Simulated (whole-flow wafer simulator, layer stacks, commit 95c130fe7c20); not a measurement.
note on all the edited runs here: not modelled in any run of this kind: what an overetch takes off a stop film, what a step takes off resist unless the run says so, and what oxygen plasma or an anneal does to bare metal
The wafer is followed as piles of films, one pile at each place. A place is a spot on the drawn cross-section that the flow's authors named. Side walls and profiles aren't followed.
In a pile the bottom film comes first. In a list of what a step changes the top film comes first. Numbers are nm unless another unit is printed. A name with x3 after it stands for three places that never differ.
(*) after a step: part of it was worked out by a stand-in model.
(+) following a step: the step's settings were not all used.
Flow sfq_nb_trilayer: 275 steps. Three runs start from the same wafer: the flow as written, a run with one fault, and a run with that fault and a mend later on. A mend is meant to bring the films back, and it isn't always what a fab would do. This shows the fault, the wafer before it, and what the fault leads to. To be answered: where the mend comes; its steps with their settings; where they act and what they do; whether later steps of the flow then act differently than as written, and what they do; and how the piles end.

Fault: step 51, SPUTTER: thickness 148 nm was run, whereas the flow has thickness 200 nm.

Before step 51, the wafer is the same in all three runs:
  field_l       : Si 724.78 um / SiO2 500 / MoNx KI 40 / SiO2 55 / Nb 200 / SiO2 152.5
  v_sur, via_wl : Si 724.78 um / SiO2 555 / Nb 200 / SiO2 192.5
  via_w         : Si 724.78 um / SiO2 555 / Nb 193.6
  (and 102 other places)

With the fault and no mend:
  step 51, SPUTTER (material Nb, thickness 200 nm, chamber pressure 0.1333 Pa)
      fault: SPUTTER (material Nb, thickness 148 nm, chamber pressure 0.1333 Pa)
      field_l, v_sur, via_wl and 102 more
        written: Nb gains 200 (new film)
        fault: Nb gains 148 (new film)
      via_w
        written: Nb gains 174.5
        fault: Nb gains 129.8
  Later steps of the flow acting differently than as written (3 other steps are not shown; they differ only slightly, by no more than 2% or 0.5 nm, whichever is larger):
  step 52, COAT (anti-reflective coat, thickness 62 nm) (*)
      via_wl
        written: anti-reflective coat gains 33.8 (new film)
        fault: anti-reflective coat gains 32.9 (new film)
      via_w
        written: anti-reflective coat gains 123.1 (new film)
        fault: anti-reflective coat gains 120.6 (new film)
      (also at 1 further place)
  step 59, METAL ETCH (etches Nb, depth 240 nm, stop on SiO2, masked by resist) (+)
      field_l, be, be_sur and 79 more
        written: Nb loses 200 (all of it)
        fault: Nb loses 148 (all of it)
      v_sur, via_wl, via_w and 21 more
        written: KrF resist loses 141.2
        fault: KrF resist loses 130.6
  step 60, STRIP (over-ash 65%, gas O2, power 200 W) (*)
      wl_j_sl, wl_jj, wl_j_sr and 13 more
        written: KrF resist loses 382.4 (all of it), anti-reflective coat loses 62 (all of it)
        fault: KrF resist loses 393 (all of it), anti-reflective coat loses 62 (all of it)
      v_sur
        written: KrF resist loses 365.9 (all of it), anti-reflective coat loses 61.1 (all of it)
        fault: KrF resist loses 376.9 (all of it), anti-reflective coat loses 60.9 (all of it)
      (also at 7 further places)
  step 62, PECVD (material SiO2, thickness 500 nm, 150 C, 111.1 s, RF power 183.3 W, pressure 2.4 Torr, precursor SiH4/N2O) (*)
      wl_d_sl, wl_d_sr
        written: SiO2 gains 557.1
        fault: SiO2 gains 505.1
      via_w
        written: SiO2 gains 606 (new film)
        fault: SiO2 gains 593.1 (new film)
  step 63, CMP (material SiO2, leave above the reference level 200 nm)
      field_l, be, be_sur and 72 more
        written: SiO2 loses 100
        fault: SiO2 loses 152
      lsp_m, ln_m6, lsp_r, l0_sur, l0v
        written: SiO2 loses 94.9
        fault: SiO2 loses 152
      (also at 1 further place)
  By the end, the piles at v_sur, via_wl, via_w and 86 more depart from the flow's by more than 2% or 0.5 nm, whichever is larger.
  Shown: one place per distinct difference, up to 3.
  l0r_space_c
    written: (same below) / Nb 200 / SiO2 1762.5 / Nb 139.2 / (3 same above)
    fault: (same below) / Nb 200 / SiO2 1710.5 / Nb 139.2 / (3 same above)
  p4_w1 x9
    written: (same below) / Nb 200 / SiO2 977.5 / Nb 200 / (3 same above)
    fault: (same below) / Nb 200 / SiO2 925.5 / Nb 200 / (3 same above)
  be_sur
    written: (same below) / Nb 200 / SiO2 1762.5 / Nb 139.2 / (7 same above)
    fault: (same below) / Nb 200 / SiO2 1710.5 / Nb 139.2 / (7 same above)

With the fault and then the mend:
  After step 57 comes the mend.
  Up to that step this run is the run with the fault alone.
  step 57a, STRIP (over-ash 65%, gas O2, power 200 W) (*)
      p4_fl x3, p4_w1 x9, p4_g1 x2 and 47 more
        anti-reflective coat loses 62 (all of it)
      wl_j_sl, wl_jj, wl_j_sr and 13 more
        KrF resist loses 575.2 (all of it), anti-reflective coat loses 62 (all of it)
      r_sur, res, r_end and 8 more
        anti-reflective coat loses 61.8 (all of it)
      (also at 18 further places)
  step 57b, SPUTTER (material Nb, thickness 52 nm, chamber pressure 0.1333 Pa) (the flow's step 51 again, with other settings)
      field_l, v_sur, via_wl and 102 more
        Nb gains 52
      via_w
        Nb gains 41.1
  step 57c, COAT (anti-reflective coat, thickness 62 nm) (*) (the flow's step 52 again)
      p4_fl x3, p4_w1 x9, p4_g1 x2 and 63 more
        anti-reflective coat gains 62 (new film)
      r_sur, res, r_end and 9 more
        anti-reflective coat gains 61.8 (new film)
      jj_sur, ce_l, c5j, ce_r, sp_r, be_r
        anti-reflective coat gains 61.7 (new film)
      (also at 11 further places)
  step 57d, COAT (KrF resist, thickness 600 nm) (*) (the flow's step 53 again)
      p4_fl x3, p4_w1 x9, p4_g1 x2 and 63 more
        KrF resist gains 600 (new film)
      res, r_end, moat, field_r, l0_sur
        KrF resist gains 599.4 (new film)
      lsp_l, ln_m5, lsp_m, ln_m6, lsp_r
        KrF resist gains 599.5 (new film)
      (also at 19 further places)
  step 57e, SOFTBAKE (KrF resist) (the flow's step 54 again)
      does not change any film at any place that is followed
  step 57f, EXPOSE (photomask M1, dose 12.11 mJ/cm2, NA 0.6, wavelength 248 nm) (*) (the flow's step 55 again)
      does not change any film at any place that is followed
  step 57g, PEB (KrF resist, 90 s) (the flow's step 56 again)
      wire, be, be_sur and 96 more
        KrF resist loses 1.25
      field_l, via_v
        KrF resist loses 1.24
      via_wl, via_wr
        KrF resist loses 1.26
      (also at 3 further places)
  step 57h, DEVELOP (KrF resist, thickness 600 nm, 60 s) (the flow's step 57 again)
      p4_fl x3, p4_w1 x9, p4_g1 x2 and 47 more
        KrF resist loses 598.7 (all of it)
      v_sur, via_wl, via_w and 21 more
        KrF resist loses 23.5
      moat, field_r, lsp_l, lsp_m, ln_m6, lsp_r, l0_sur
        KrF resist loses 598.2 (all of it)
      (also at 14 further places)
  Every later step of the flow that is run acts as written, at every place that is followed, to within 2% or 0.5 nm, whichever is larger.
  When the end is reached, the piles differ only a little from the flow's at the places that both follow, at most by 2% or 0.5 nm, whichever is larger.
